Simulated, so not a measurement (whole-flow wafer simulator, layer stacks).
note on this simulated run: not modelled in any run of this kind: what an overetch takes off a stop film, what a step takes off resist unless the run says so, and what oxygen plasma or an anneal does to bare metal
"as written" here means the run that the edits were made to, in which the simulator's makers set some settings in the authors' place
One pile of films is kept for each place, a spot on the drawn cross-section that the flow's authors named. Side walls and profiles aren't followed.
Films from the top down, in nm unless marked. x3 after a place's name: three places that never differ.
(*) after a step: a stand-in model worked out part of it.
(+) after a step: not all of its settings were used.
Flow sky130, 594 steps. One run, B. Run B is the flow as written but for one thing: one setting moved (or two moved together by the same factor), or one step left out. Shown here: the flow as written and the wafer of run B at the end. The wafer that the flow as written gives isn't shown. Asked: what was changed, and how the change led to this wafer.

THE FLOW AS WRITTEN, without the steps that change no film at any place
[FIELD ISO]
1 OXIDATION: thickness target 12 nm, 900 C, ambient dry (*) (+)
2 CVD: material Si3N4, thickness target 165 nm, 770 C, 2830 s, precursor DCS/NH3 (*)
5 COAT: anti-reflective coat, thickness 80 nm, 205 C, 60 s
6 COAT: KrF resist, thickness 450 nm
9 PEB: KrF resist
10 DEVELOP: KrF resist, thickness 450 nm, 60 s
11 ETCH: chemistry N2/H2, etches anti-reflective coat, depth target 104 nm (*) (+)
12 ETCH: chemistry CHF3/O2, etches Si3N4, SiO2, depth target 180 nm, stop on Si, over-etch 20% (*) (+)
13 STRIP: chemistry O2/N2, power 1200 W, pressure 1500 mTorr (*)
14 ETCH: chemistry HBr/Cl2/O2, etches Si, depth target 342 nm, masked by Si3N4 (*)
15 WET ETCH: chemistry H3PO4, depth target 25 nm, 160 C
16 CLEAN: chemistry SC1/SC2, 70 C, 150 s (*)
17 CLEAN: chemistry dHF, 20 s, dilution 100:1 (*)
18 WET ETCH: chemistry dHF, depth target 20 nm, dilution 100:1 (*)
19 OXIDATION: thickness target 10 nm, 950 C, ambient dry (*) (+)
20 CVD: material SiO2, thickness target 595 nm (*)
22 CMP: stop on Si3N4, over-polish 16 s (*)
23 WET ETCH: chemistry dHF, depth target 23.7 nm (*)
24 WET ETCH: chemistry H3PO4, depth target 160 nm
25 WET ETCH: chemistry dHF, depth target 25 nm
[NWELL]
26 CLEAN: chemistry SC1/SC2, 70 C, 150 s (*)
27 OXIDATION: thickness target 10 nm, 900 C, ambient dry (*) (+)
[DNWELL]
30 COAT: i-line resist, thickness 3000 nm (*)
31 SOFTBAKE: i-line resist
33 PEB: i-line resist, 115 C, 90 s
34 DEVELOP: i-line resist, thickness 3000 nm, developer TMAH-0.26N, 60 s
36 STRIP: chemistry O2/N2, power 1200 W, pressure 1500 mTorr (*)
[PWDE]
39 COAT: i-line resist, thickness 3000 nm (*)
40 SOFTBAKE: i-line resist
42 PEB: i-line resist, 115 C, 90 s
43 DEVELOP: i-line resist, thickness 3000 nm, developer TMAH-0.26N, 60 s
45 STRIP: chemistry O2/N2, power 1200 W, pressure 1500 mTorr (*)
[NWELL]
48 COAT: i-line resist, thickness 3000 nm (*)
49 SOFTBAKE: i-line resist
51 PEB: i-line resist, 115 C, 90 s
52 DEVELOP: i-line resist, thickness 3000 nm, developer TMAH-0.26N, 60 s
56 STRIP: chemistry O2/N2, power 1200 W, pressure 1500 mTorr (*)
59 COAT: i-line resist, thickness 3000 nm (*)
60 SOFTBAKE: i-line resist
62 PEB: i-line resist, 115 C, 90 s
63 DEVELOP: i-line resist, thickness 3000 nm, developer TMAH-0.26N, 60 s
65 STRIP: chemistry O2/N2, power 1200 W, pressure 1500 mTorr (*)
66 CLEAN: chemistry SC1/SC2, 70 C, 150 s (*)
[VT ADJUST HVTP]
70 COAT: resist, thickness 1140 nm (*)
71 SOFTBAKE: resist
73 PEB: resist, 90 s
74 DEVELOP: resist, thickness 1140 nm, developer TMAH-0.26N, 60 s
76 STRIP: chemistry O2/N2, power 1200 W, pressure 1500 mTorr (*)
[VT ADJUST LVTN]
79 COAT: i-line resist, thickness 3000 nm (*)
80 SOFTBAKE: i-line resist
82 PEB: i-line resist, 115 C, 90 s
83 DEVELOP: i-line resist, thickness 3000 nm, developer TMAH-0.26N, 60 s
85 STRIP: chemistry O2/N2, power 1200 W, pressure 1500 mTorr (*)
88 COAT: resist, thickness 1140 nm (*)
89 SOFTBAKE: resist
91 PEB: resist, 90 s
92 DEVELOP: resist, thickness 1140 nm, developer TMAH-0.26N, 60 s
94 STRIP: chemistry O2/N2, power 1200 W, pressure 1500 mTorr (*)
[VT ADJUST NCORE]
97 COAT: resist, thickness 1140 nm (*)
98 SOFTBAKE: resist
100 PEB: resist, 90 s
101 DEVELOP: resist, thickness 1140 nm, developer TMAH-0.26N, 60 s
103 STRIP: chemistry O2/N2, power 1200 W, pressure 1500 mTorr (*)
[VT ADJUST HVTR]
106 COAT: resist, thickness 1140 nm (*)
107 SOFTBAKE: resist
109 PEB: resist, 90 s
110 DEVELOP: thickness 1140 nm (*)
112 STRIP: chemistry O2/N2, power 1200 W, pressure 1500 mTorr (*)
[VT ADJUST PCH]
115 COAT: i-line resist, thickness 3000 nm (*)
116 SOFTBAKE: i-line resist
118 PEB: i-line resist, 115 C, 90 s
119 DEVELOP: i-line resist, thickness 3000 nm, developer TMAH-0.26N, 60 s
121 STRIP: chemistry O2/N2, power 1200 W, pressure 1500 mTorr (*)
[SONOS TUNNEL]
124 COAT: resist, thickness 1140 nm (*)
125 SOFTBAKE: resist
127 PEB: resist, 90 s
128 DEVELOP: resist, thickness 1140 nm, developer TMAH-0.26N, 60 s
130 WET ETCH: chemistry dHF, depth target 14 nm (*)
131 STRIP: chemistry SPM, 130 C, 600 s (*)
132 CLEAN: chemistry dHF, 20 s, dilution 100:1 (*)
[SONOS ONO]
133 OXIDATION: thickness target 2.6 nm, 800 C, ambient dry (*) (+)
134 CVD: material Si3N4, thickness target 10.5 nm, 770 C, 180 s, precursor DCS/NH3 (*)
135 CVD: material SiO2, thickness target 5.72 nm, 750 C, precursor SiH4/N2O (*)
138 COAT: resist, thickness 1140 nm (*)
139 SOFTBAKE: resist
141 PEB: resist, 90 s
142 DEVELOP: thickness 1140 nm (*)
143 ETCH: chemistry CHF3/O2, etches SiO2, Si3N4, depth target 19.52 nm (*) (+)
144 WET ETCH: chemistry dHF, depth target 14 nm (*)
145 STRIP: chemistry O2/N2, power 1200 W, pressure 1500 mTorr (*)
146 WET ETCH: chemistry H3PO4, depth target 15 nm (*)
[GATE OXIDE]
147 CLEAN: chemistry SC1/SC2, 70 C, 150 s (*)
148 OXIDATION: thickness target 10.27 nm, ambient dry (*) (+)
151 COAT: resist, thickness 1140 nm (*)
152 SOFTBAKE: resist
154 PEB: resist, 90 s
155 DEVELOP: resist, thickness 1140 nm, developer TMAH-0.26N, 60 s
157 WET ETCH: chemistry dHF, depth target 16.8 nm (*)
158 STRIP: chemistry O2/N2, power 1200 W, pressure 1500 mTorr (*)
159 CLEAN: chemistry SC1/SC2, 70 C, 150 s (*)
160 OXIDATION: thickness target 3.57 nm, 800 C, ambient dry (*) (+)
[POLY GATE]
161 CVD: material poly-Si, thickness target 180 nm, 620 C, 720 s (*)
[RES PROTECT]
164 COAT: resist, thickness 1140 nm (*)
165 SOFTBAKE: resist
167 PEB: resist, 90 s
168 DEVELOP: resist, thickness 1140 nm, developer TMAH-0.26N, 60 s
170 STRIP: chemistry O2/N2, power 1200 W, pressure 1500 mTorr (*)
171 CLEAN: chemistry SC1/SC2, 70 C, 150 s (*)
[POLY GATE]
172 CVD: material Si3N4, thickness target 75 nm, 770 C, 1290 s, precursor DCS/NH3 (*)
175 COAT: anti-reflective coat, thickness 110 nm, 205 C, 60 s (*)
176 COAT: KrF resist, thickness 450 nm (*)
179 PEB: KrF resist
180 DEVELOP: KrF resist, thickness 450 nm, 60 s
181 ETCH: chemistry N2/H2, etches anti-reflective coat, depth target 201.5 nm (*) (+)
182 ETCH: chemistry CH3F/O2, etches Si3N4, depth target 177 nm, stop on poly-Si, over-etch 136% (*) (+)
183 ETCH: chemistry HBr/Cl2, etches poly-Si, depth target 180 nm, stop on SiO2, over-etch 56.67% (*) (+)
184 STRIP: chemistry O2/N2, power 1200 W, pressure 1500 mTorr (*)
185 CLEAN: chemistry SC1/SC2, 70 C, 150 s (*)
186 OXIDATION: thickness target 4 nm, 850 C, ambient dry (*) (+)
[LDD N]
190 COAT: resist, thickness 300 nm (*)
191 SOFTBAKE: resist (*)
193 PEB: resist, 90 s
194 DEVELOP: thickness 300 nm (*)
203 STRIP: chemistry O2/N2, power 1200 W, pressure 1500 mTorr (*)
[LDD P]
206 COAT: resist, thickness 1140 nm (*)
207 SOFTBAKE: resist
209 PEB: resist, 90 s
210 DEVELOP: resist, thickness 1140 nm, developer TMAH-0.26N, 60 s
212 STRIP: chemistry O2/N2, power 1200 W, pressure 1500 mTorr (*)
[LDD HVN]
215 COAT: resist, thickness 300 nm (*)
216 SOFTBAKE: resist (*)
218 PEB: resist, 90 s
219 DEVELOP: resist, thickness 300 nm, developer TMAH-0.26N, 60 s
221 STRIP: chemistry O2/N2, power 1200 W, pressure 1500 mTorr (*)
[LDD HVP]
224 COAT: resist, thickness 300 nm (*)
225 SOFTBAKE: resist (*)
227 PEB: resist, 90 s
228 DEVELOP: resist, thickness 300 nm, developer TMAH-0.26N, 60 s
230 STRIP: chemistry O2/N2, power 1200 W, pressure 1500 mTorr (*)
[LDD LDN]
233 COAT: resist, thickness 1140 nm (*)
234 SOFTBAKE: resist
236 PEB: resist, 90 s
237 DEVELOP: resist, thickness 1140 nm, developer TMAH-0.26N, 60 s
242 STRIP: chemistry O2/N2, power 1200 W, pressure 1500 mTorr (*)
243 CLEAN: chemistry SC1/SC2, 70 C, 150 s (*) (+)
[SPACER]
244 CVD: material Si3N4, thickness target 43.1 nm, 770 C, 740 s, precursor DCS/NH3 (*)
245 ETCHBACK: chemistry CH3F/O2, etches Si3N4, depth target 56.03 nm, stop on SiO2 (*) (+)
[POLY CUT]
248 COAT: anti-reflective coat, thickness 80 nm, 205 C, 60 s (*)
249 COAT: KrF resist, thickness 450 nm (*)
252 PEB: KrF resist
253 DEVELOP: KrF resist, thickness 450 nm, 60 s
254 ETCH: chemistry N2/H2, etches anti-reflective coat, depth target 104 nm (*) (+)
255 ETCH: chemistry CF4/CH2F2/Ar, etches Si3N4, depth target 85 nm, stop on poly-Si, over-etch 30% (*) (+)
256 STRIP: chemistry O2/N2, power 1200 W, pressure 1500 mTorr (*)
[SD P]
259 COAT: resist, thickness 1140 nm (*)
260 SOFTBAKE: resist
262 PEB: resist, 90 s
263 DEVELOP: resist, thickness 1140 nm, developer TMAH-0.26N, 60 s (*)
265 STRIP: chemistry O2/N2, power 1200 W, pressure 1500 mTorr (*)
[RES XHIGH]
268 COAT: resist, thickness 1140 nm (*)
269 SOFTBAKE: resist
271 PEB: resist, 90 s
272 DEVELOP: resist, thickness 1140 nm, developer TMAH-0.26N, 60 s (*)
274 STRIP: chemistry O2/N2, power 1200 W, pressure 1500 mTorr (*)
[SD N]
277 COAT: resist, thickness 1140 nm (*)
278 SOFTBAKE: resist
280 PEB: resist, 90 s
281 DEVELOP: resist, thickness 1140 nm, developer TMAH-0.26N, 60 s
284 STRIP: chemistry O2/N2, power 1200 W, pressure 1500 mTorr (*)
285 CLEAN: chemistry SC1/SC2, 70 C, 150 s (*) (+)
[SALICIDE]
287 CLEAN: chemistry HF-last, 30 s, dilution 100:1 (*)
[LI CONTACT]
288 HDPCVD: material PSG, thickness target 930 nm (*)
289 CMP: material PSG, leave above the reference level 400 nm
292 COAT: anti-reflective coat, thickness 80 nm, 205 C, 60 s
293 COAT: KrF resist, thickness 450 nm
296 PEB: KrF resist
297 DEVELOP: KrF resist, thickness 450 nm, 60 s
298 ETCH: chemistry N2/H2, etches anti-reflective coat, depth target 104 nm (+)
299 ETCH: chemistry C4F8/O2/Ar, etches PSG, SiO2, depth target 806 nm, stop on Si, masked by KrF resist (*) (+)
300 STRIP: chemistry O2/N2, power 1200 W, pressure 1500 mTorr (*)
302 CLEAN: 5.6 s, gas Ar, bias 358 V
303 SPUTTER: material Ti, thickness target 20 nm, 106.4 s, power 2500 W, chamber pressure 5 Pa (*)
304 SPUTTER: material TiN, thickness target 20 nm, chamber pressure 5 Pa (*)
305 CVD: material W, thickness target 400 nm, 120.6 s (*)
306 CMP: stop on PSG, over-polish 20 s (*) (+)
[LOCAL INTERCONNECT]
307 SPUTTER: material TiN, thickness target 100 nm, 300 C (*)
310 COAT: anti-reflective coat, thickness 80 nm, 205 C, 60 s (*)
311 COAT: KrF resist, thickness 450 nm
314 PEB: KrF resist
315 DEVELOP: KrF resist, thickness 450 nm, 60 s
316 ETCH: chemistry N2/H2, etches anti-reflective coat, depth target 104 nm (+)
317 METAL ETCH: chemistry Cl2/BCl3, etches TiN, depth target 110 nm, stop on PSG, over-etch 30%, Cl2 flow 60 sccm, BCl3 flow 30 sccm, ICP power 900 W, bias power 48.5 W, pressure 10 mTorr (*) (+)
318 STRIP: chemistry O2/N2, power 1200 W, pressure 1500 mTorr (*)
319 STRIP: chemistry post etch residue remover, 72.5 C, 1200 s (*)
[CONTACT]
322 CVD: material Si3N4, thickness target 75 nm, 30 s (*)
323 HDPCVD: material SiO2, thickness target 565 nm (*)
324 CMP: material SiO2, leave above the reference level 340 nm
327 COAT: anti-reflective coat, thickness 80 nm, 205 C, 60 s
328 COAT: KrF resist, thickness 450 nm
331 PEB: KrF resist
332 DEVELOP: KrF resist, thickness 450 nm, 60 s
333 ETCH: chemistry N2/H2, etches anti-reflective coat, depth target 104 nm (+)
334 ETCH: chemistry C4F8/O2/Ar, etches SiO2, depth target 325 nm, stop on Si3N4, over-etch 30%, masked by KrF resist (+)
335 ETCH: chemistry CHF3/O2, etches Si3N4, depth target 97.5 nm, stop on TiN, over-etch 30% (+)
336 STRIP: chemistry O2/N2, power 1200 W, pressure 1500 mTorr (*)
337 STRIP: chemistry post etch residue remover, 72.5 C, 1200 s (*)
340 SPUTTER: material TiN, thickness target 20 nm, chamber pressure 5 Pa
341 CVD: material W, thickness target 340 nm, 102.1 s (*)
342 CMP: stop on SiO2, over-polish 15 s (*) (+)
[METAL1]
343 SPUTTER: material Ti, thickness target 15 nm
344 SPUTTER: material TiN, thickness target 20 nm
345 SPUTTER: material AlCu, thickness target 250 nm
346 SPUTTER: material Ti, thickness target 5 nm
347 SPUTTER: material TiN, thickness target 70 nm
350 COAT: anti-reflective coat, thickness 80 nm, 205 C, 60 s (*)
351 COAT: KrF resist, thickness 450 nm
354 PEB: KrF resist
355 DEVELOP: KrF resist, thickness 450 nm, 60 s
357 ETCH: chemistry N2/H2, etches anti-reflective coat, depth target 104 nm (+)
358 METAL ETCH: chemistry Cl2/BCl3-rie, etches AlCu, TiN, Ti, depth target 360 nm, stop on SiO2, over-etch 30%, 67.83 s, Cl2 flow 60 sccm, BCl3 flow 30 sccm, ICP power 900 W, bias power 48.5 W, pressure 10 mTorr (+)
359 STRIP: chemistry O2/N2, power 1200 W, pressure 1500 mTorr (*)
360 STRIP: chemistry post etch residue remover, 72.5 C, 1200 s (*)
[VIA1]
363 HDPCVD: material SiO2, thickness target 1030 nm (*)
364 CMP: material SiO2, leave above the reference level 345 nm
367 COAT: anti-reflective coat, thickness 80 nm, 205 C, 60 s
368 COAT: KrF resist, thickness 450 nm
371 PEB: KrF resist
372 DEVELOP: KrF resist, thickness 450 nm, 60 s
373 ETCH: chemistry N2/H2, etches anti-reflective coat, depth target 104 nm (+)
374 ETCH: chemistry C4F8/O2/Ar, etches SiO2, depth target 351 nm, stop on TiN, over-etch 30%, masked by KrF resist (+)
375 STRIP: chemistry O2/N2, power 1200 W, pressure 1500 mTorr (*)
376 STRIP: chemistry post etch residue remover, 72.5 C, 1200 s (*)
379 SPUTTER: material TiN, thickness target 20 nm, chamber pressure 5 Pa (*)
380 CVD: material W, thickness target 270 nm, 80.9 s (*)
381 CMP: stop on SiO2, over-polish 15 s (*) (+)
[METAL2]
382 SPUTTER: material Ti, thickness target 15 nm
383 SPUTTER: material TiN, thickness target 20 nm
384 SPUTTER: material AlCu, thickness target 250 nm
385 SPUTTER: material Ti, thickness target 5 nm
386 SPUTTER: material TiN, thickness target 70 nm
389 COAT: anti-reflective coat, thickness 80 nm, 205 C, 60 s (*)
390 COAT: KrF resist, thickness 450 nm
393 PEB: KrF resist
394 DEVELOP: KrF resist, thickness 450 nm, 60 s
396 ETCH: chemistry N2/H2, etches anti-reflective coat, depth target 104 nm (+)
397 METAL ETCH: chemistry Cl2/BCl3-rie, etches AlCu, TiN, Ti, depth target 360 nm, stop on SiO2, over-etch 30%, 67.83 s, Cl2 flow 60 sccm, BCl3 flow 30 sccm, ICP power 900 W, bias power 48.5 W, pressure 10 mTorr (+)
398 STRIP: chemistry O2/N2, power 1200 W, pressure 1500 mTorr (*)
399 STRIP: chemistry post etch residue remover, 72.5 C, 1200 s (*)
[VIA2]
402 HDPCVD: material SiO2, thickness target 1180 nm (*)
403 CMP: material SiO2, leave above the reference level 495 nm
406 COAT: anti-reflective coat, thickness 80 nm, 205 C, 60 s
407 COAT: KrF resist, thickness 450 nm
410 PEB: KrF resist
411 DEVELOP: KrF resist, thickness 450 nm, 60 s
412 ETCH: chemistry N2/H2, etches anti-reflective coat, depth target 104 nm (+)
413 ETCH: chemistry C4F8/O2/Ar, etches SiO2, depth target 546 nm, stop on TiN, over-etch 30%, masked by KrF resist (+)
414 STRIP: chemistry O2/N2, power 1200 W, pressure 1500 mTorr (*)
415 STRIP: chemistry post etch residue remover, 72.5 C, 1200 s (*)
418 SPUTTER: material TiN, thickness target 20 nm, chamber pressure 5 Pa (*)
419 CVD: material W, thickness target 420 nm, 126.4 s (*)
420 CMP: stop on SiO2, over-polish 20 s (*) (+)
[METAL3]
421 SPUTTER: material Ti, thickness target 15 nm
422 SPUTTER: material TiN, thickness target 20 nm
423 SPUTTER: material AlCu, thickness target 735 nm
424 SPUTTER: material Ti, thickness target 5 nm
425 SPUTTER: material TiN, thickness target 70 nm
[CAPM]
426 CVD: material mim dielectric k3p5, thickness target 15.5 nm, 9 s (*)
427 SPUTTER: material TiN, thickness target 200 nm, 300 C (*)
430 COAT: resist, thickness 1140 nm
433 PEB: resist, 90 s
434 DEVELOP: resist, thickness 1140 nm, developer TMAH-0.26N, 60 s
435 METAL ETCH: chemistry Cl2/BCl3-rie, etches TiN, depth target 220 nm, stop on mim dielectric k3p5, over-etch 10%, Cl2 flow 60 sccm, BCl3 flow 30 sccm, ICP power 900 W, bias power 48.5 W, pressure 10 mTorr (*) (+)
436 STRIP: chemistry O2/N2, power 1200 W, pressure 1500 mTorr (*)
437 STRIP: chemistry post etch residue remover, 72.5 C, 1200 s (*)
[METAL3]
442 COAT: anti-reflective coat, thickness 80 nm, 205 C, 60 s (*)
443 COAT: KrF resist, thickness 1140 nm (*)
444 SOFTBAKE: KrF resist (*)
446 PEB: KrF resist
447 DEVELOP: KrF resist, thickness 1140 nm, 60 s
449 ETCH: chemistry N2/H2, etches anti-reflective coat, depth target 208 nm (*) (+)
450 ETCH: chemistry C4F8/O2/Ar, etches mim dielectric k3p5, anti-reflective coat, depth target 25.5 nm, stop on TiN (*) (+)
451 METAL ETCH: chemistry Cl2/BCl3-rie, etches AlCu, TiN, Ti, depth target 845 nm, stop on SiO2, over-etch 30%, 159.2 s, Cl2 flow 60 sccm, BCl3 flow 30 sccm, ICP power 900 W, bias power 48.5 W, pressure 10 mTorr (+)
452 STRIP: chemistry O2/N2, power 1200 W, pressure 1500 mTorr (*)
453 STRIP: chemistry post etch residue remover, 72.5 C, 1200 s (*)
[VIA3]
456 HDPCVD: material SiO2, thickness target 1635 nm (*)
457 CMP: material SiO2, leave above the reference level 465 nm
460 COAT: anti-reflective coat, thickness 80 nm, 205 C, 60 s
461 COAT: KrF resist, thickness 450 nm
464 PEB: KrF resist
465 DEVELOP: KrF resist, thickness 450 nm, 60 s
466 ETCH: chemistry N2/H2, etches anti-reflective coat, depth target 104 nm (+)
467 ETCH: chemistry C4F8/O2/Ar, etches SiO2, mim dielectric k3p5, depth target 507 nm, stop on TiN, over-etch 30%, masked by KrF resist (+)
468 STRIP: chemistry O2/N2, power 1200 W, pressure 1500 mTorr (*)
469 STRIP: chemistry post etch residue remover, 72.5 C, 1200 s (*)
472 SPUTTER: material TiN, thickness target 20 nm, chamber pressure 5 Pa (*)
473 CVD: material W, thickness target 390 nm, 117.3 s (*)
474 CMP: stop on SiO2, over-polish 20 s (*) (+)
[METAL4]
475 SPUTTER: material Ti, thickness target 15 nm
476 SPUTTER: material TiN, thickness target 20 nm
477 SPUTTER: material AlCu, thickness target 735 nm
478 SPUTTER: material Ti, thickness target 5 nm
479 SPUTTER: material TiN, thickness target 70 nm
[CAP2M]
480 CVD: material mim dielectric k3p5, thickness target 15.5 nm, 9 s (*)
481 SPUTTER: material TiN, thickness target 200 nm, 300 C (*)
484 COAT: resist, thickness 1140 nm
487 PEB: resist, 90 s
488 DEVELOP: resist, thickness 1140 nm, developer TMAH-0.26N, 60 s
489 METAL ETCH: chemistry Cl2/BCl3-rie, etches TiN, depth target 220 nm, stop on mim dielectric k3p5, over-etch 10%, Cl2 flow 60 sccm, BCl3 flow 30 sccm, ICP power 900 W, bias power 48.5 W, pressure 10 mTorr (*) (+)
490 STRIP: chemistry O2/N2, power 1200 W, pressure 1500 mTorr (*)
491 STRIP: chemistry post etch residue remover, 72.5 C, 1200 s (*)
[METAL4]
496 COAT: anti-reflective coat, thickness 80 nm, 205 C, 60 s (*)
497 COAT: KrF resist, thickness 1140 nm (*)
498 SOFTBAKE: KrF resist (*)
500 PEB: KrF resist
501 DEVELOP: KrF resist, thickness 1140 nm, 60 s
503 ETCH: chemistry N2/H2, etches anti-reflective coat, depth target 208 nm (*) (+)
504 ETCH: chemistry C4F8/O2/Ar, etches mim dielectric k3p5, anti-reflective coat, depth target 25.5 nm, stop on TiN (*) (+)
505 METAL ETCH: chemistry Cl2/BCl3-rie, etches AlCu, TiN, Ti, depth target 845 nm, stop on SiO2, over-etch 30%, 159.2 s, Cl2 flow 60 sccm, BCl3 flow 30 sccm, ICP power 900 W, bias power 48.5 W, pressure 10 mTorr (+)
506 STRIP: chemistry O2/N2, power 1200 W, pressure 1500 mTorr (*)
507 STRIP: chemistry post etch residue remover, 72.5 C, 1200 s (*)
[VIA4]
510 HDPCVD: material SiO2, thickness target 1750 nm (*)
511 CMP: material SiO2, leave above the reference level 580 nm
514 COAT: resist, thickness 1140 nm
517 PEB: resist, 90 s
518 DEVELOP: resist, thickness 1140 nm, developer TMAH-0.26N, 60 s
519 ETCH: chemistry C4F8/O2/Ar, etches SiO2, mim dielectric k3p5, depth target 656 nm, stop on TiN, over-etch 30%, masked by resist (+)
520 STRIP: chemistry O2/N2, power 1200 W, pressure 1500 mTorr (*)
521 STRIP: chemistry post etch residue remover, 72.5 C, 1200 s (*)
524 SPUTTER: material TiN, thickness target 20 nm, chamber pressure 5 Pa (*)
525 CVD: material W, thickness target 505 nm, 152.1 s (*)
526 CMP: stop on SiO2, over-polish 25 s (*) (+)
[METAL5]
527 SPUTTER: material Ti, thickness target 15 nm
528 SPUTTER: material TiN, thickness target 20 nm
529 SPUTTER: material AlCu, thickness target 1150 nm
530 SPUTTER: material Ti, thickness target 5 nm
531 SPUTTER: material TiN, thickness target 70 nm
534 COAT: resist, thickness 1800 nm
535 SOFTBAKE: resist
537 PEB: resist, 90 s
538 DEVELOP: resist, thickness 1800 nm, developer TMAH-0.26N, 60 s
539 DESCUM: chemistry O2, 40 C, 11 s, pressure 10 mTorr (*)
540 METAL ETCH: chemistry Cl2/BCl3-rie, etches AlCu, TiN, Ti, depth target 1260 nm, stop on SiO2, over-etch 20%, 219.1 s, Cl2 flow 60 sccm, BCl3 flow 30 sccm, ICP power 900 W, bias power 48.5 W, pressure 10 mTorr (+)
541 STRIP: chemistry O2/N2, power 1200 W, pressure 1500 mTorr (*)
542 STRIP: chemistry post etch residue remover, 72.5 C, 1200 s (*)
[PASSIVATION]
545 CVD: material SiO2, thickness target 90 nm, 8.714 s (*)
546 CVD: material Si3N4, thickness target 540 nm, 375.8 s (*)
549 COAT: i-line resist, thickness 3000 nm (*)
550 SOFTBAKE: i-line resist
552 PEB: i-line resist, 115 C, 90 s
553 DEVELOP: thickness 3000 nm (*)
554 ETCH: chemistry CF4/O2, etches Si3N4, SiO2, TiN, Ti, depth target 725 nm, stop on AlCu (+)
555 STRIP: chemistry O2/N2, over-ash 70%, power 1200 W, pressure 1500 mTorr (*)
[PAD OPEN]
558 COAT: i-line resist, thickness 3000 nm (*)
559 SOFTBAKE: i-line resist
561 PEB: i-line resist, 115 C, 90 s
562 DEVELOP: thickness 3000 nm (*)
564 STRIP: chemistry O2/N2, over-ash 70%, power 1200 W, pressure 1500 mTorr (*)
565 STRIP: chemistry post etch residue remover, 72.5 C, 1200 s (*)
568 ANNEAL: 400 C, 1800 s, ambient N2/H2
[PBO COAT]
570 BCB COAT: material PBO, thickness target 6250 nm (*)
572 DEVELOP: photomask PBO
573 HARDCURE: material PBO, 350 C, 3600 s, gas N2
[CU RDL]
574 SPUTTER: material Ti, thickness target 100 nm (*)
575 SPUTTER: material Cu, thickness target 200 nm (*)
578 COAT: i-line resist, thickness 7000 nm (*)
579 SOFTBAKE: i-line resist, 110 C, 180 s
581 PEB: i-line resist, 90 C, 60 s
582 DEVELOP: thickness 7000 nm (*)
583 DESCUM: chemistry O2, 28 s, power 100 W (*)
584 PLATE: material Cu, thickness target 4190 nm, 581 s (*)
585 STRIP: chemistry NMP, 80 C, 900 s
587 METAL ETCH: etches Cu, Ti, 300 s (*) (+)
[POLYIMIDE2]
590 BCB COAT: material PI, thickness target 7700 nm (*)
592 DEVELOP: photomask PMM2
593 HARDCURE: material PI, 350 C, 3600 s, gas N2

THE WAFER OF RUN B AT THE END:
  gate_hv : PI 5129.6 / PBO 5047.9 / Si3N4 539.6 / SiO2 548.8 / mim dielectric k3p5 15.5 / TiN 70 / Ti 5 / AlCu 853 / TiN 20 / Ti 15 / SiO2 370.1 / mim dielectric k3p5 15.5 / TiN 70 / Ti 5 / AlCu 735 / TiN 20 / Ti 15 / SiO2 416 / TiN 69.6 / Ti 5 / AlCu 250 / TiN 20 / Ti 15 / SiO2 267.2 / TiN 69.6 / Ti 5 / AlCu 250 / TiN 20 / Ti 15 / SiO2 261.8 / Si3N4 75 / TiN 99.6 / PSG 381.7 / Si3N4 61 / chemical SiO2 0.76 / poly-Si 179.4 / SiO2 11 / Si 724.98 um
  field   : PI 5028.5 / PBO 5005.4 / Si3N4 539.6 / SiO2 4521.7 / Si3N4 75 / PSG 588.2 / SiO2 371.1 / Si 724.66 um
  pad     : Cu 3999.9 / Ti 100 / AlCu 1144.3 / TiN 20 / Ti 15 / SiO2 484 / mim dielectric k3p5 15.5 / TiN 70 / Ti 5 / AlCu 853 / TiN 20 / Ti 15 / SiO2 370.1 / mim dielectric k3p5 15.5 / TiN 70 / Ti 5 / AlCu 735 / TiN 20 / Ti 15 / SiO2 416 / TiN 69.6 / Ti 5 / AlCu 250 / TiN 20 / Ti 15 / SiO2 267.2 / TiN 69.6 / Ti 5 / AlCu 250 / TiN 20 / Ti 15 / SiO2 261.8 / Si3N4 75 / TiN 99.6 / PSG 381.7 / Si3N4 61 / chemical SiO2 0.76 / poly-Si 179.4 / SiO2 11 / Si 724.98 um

The cause: step 477, SPUTTER: thickness target 853 nm was run, where the flow has thickness target 735 nm.
It can be read off the wafer: gate_hv has AlCu 853, and step 477 as written asks for 735 nm.

How the change led to this, step by step:
  477 SPUTTER: material AlCu, thickness target 735 nm
      field, active, n_well and 189 more: AlCu +853 (new film) (as written it would be: AlCu +735 (new film))
  505 METAL ETCH: chemistry Cl2/BCl3-rie, etches AlCu, TiN, Ti, depth target 845 nm, stop on SiO2, over-etch 30%, 159.2 s, Cl2 flow 60 sccm, BCl3 flow 30 sccm, ICP power 900 W, bias power 48.5 W, pressure 10 mTorr (+)
      field, active, gate and 70 more: TiN -70 (all of it), Ti -5 (all of it), AlCu -853 (all of it), TiN -20 (all of it), Ti -15 (all of it), SiO2 -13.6 (as written it would be: TiN -70 (all of it), Ti -5 (all of it), AlCu -735 (all of it), TiN -20 (all of it), Ti -15 (all of it), SiO2 -25.4)
      vpp_iso1, mim_edge_plate, m1_ln and 11 more: TiN -70 (all of it), Ti -5 (all of it), AlCu -853 (all of it), TiN -20 (all of it), Ti -15 (all of it), SiO2 -13.6 (as written it would be: TiN -70 (all of it), Ti -5 (all of it), AlCu -735 (all of it), TiN -20 (all of it), Ti -15 (all of it), SiO2 -25.3)
      (and at 1 more place)
  511 CMP: material SiO2, leave above the reference level 580 nm
      field, active, gate and 62 more: SiO2 -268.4 (as written it would be: SiO2 -374.7)
      vpp_ln, vpp_iso2, mim_edge_plate and 11 more: SiO2 -268.5 (as written it would be: SiO2 -374.7)
      (and at 9 more places)
